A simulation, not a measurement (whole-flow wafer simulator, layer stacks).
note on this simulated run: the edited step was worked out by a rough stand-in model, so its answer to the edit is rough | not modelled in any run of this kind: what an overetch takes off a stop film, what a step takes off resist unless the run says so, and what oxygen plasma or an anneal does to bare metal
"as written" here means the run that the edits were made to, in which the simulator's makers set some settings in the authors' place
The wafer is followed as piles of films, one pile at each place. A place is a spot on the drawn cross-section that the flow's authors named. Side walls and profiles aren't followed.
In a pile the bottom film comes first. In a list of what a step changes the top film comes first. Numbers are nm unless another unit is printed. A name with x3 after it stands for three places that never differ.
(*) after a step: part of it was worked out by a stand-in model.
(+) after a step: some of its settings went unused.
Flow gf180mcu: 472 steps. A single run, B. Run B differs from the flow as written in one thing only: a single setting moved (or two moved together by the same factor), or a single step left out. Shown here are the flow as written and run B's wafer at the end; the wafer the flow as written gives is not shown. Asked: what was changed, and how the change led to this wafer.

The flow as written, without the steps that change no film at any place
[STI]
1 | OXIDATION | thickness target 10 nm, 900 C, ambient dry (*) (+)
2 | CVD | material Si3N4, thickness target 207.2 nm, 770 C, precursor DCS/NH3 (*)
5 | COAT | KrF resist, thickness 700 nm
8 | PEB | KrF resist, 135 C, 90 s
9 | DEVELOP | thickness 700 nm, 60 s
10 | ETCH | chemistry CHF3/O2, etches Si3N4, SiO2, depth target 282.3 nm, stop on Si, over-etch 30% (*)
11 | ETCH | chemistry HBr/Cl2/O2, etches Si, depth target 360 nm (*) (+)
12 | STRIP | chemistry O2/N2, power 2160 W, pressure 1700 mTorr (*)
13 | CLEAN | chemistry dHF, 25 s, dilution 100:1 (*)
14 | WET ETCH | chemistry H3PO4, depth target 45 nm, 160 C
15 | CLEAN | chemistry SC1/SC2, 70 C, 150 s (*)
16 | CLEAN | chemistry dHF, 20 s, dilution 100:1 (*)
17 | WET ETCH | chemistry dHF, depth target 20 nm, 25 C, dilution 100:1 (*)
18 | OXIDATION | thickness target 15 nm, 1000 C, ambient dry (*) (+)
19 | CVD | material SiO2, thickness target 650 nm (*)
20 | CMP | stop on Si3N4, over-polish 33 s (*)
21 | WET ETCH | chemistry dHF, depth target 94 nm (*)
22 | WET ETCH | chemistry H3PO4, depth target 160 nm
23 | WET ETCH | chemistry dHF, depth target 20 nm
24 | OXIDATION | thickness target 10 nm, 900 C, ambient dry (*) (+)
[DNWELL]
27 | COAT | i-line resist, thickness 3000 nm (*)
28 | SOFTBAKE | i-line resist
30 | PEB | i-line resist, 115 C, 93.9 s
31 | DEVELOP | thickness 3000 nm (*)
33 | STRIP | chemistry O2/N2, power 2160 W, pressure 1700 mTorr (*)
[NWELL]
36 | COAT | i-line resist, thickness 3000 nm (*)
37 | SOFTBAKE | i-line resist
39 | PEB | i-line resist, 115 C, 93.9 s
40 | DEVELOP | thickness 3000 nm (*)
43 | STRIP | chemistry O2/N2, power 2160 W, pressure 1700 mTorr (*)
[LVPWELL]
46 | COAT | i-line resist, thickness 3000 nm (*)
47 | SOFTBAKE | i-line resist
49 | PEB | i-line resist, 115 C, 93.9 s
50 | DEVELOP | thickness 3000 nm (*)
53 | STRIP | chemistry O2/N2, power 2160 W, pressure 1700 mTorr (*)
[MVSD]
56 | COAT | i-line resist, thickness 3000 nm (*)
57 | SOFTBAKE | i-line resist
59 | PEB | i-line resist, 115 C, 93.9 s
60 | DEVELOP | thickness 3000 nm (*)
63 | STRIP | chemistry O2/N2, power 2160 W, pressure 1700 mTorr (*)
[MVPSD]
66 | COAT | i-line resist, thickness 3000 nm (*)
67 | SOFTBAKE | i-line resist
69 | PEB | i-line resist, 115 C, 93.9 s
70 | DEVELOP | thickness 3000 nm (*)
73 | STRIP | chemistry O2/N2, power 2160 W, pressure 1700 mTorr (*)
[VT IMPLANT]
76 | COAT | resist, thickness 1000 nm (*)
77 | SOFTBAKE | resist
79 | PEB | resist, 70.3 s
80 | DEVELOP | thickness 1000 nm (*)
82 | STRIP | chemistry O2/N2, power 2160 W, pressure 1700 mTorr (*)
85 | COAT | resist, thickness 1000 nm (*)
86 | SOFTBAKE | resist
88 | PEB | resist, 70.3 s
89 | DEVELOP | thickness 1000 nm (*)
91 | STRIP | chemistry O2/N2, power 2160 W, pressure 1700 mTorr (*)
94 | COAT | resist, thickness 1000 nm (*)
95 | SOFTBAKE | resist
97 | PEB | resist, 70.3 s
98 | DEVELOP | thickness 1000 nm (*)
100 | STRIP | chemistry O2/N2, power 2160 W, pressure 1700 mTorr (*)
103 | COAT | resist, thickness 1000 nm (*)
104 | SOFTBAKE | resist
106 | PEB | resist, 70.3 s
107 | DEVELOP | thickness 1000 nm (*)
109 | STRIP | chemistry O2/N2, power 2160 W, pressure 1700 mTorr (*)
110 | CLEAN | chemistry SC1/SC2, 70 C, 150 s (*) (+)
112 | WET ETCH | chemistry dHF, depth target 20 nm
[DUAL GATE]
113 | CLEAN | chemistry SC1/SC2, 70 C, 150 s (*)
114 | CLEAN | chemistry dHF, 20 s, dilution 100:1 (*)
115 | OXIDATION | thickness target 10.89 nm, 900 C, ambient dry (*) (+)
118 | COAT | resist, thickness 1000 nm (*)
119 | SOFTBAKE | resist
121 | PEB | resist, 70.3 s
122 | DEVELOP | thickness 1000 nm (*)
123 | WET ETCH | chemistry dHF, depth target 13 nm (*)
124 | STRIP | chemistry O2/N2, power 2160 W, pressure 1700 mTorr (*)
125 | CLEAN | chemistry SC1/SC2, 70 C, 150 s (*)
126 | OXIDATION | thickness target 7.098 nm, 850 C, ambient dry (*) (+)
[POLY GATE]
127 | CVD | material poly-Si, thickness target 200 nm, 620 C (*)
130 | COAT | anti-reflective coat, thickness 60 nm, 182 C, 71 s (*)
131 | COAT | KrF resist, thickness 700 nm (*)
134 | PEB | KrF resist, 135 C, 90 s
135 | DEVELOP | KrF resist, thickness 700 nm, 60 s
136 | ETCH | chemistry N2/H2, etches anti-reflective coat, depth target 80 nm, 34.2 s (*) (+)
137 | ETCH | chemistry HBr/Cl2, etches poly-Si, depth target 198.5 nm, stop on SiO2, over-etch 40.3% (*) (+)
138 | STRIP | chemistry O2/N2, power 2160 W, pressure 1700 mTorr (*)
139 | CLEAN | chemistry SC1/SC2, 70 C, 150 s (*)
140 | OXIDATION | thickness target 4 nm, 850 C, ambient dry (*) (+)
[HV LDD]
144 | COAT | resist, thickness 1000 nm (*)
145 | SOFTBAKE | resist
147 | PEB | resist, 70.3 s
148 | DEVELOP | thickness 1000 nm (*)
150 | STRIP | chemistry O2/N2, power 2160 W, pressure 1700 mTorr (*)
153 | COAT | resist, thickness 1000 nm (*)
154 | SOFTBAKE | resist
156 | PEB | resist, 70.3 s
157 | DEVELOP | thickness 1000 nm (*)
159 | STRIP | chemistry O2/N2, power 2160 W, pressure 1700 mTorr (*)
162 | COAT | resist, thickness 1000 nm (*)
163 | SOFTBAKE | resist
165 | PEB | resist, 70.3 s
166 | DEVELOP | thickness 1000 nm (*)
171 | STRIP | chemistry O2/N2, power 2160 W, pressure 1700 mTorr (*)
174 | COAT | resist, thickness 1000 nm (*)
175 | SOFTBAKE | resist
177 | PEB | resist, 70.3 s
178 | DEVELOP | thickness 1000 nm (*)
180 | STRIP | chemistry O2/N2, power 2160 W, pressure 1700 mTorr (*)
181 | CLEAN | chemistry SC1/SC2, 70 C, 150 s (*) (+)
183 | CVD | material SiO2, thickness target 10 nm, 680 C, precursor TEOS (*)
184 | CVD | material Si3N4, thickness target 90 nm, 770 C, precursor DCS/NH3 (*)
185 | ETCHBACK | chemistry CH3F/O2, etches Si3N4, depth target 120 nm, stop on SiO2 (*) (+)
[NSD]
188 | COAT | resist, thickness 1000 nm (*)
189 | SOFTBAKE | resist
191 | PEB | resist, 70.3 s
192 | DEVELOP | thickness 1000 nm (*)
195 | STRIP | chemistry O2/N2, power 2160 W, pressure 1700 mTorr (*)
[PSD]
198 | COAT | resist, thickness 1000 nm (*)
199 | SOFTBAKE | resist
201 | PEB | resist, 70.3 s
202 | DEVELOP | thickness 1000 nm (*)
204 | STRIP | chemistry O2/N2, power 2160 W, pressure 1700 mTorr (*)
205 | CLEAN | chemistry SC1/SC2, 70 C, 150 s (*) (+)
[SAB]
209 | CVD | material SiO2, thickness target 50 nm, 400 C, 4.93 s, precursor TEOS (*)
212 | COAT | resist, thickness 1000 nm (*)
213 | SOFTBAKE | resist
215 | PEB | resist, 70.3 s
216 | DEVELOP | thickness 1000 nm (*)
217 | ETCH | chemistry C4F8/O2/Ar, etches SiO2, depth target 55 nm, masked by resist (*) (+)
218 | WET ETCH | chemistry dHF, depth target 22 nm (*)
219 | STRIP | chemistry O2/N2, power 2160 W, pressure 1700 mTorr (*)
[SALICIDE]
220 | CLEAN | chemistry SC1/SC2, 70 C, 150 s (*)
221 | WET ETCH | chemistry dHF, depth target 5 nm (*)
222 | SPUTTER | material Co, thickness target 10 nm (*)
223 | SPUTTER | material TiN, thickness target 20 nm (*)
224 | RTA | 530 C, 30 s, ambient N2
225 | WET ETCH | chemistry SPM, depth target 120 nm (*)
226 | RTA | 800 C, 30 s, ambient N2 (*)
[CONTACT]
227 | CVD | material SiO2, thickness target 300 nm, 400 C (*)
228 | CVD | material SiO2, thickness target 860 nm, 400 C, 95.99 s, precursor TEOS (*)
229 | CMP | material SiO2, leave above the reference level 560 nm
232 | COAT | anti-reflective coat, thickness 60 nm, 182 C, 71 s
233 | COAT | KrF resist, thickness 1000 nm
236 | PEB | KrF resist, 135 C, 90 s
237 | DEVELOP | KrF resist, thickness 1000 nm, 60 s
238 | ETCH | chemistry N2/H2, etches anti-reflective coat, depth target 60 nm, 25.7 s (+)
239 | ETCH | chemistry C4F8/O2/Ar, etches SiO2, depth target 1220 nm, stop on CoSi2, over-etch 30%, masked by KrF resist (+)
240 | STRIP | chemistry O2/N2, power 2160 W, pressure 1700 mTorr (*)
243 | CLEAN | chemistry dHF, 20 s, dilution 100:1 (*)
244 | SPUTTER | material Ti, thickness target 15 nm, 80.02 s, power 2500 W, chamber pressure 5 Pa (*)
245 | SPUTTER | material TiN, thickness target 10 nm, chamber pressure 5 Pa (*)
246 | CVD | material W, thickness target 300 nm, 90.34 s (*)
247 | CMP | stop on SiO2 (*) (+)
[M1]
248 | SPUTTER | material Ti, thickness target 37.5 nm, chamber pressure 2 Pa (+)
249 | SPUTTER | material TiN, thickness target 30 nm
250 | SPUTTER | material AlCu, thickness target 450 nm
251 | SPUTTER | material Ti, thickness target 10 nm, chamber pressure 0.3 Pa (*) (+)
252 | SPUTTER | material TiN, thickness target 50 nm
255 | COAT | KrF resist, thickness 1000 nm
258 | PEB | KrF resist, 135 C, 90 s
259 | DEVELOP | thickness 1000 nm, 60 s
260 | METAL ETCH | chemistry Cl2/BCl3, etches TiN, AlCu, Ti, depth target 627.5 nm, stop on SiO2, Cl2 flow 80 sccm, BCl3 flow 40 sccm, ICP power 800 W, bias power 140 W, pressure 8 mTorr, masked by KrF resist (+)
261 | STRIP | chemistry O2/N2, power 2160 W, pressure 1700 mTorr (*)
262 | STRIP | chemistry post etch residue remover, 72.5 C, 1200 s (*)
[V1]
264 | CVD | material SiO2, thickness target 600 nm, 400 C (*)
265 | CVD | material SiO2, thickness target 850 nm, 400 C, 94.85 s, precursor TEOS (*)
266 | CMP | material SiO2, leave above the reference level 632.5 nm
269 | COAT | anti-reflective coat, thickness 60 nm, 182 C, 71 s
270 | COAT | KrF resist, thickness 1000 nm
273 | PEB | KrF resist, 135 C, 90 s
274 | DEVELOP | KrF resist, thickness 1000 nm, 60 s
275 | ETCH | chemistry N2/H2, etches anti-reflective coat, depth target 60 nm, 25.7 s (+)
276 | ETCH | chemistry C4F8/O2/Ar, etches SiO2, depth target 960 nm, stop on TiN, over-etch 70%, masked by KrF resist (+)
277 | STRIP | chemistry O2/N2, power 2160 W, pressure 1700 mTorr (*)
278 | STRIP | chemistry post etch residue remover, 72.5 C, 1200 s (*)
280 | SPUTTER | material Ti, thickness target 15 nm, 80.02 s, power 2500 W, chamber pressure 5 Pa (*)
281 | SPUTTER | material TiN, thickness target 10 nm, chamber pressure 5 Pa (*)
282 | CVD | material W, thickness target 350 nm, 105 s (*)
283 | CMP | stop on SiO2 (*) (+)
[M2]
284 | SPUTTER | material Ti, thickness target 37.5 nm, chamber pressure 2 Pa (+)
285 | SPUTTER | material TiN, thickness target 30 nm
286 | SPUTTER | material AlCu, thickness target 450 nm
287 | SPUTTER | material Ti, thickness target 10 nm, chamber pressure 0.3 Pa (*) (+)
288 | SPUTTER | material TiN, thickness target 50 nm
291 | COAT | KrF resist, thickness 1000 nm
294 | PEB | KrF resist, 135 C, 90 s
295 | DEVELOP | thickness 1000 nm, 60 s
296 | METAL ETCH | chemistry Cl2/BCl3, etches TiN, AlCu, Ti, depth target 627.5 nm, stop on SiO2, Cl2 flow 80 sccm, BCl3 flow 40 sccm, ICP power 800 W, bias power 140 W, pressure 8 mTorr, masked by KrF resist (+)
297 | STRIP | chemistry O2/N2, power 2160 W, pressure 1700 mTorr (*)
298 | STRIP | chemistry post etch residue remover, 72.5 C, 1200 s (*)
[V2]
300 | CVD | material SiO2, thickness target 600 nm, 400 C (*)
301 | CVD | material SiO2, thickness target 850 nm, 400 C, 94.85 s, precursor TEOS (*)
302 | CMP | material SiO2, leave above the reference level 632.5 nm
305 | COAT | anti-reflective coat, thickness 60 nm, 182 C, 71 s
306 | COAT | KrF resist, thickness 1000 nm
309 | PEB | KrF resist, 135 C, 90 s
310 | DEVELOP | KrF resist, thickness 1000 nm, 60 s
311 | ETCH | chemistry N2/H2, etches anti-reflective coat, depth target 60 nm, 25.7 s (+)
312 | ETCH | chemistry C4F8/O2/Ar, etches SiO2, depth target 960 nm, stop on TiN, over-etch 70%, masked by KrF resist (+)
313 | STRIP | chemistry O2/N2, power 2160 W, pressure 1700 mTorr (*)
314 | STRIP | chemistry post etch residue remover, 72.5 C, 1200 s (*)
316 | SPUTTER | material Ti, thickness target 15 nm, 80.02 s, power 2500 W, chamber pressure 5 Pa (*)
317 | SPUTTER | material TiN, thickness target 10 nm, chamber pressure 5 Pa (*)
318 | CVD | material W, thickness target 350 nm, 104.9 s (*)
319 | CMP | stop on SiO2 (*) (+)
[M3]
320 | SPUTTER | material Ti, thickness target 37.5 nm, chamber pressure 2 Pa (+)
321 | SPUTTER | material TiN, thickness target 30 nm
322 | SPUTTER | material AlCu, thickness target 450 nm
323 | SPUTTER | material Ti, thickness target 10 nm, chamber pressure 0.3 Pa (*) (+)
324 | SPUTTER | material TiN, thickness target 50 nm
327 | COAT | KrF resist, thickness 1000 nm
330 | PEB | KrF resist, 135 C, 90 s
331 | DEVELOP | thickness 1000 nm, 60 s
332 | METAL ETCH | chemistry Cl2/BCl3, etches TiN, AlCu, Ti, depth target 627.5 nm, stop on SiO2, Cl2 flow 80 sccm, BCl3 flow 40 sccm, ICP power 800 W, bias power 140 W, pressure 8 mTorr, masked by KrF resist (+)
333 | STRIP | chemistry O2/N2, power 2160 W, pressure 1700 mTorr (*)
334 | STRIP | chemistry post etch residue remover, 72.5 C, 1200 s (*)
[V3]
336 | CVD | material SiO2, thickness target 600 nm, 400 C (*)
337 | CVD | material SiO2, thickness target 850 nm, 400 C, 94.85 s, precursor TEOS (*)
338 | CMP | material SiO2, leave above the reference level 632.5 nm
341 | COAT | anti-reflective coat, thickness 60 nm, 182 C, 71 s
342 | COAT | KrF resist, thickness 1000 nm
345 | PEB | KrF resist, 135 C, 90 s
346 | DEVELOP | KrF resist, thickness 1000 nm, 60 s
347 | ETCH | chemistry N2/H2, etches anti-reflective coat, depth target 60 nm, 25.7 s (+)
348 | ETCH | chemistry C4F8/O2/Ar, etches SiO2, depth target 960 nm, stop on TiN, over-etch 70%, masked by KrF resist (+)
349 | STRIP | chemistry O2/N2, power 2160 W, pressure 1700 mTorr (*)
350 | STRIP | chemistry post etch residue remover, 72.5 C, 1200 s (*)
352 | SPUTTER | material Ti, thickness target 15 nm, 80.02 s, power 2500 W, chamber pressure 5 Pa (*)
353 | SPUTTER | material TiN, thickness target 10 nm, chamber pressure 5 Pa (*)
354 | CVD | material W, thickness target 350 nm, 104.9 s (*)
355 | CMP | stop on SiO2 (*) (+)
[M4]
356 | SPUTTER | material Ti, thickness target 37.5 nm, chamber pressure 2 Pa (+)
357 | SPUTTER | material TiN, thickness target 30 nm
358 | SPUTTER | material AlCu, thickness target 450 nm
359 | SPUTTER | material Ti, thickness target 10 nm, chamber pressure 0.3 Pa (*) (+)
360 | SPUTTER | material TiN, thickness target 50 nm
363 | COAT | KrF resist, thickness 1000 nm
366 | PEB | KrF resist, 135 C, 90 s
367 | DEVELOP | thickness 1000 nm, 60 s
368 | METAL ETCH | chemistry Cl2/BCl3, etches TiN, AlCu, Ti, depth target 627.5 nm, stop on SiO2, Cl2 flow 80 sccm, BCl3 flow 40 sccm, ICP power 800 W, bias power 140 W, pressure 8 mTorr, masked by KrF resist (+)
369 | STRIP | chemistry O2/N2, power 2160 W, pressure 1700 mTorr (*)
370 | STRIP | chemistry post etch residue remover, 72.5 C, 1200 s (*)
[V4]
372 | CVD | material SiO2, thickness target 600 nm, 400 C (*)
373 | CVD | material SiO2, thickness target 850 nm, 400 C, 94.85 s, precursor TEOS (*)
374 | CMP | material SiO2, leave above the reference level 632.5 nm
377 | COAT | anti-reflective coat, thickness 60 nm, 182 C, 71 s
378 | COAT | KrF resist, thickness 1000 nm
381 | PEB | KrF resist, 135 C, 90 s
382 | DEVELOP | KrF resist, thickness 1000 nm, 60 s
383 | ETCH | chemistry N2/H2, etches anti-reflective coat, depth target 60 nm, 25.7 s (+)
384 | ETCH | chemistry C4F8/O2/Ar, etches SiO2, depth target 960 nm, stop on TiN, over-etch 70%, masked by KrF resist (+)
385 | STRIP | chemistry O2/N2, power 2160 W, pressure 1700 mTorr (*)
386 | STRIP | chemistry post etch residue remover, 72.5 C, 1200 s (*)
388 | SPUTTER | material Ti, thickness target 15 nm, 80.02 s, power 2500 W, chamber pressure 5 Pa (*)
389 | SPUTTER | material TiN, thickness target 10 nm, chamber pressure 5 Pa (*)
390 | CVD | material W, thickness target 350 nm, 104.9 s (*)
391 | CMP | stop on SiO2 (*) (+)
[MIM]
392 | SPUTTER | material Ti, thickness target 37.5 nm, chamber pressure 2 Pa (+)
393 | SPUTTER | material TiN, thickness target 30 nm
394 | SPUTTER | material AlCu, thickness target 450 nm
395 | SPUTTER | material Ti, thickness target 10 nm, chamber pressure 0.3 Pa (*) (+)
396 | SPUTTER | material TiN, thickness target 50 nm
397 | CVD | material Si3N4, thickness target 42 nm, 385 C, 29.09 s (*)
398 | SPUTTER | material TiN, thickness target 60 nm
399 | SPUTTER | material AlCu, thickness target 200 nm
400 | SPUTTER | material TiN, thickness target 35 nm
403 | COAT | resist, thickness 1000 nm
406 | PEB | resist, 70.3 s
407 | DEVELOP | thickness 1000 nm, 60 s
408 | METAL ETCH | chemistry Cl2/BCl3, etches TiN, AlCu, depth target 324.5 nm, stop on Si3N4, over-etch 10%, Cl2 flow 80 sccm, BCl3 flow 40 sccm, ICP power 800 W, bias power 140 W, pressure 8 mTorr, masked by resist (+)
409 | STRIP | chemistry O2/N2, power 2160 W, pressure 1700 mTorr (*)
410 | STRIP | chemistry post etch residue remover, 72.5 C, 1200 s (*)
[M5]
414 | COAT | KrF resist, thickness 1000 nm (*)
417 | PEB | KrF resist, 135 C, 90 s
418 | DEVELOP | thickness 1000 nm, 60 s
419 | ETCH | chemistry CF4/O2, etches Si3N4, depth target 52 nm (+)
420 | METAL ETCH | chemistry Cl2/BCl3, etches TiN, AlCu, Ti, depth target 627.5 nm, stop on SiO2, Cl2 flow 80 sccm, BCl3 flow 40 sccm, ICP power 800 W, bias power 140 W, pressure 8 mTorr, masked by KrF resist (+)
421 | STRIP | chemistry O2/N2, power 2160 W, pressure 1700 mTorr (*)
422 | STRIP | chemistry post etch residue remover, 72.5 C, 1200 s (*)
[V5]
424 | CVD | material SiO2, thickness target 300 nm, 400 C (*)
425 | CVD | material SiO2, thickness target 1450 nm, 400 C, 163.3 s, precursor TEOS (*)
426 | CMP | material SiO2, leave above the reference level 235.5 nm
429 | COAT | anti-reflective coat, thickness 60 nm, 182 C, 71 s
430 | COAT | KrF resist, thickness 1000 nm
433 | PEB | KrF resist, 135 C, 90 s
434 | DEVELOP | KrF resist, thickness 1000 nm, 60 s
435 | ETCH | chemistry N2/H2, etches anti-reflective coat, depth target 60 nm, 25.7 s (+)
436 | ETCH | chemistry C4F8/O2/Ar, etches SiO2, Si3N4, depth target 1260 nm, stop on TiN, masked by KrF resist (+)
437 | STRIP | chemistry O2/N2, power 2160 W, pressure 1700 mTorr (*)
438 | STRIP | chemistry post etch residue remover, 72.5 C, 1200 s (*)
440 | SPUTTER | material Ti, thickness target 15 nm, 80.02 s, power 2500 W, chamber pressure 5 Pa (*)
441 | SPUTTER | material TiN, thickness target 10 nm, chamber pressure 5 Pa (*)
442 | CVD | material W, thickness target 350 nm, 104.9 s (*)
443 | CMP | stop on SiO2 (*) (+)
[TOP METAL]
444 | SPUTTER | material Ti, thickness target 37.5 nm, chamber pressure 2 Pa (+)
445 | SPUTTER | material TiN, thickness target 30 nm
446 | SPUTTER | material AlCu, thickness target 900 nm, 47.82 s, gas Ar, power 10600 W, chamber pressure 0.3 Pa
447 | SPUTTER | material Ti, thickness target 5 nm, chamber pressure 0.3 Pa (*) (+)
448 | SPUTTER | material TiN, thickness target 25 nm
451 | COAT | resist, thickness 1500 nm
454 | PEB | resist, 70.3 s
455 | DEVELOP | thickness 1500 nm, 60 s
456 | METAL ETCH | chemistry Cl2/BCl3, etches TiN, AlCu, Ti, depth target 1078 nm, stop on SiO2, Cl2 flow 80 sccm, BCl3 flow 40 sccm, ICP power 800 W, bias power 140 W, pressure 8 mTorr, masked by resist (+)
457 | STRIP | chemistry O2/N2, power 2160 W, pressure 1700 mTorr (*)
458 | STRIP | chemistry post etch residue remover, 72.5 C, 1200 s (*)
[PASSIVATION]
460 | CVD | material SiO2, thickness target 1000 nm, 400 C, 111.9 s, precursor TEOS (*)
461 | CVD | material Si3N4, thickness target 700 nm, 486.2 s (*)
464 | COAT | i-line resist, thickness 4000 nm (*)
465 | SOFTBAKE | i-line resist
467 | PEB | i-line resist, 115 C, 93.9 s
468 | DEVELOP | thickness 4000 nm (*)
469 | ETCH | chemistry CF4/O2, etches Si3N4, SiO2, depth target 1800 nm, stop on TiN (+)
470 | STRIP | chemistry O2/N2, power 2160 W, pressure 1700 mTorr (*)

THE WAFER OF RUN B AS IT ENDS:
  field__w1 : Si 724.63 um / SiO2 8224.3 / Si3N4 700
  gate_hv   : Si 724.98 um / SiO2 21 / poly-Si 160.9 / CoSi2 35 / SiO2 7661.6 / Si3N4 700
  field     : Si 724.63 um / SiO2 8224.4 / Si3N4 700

What caused this: step 126, OXIDATION: 935 C was run, while the flow as written has 850 C.

Step by step, how the change led to this:
  126 | OXIDATION | thickness target 7.098 nm, 850 C, ambient dry (*) (+)
      gate_hv, active_hv, active_nat and 25 more: SiO2 gains 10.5, Si loses 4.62 (as written it would have been: SiO2 gains 3.72, Si loses 1.64)
      active, n_well, p_well and 12 more: SiO2 gains 15.8 (new film), chemical SiO2 loses 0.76 (all of it), Si loses 6.64 (as written it would have been: SiO2 gains 7.1 (new film), chemical SiO2 loses 0.76 (all of it), Si loses 2.79)
      (and at 49 other places as well)
  130 | COAT | anti-reflective coat, thickness 60 nm, 182 C, 71 s (*)
      p_well, spacer, sd_n: anti-reflective coat gains 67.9 (new film) (as written it would have been: anti-reflective coat gains 70.9 (new film))
      ldn_fp, ldp_fp: anti-reflective coat gains 50 (new film) (as written it would have been: anti-reflective coat gains 48.5 (new film))
      (and at 30 other places as well)
  136 | ETCH | chemistry N2/H2, etches anti-reflective coat, depth target 80 nm, 34.2 s (*) (+)
      p_well, spacer, sd_n: anti-reflective coat loses 67.9 (all of it), poly-Si loses 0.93 (as written it would have been: anti-reflective coat loses 70.9 (all of it), poly-Si loses 0.85)
      ldn_dft, ldp_dft: anti-reflective coat loses 50.1 (all of it), poly-Si loses 1.38 (as written it would have been: anti-reflective coat loses 48.7 (all of it), poly-Si loses 1.42)
      (and at 23 other places as well)
  138 | STRIP | chemistry O2/N2, power 2160 W, pressure 1700 mTorr (*)
      gate: chemical SiO2 gains 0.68 (new film), KrF resist loses 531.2 (all of it), anti-reflective coat loses 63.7 (all of it), poly-Si loses 0.3 (as written it would have been: chemical SiO2 gains 0.68 (new film), KrF resist loses 531.7 (all of it), anti-reflective coat loses 65.5 (all of it), poly-Si loses 0.3)
      gate_p: chemical SiO2 gains 0.68 (new film), KrF resist loses 530.3 (all of it), anti-reflective coat loses 64.1 (all of it), poly-Si loses 0.3 (as written it would have been: chemical SiO2 gains 0.68 (new film), KrF resist loses 530.6 (all of it), anti-reflective coat loses 65.9 (all of it), poly-Si loses 0.3)
      (and at 5 other places as well)
  218 | WET ETCH | chemistry dHF, depth target 22 nm (*)
      active, p_well, sd_n, iso_ptap_pw, iso_ntap_nw, iso_ptap_sub, vpnp_e: SiO2 loses 17.6 (all of it) (as written it would have been: SiO2 loses 9.01 (all of it))
      ldn_tap, ldn_src, ldn_drn, ldp_tap, ldp_src, ldp_drn, ldp_gr: SiO2 loses 22.7 (all of it) (as written it would have been: SiO2 loses 16 (all of it))
      (and at 9 other places as well)
  229 | CMP | material SiO2, leave above the reference level 560 nm
      field__w3: SiO2 loses 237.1 (as written it would have been: SiO2 loses 232.3)
      field__w12: SiO2 loses 237 (as written it would have been: SiO2 loses 232.1)
      (and at 5 other places as well)
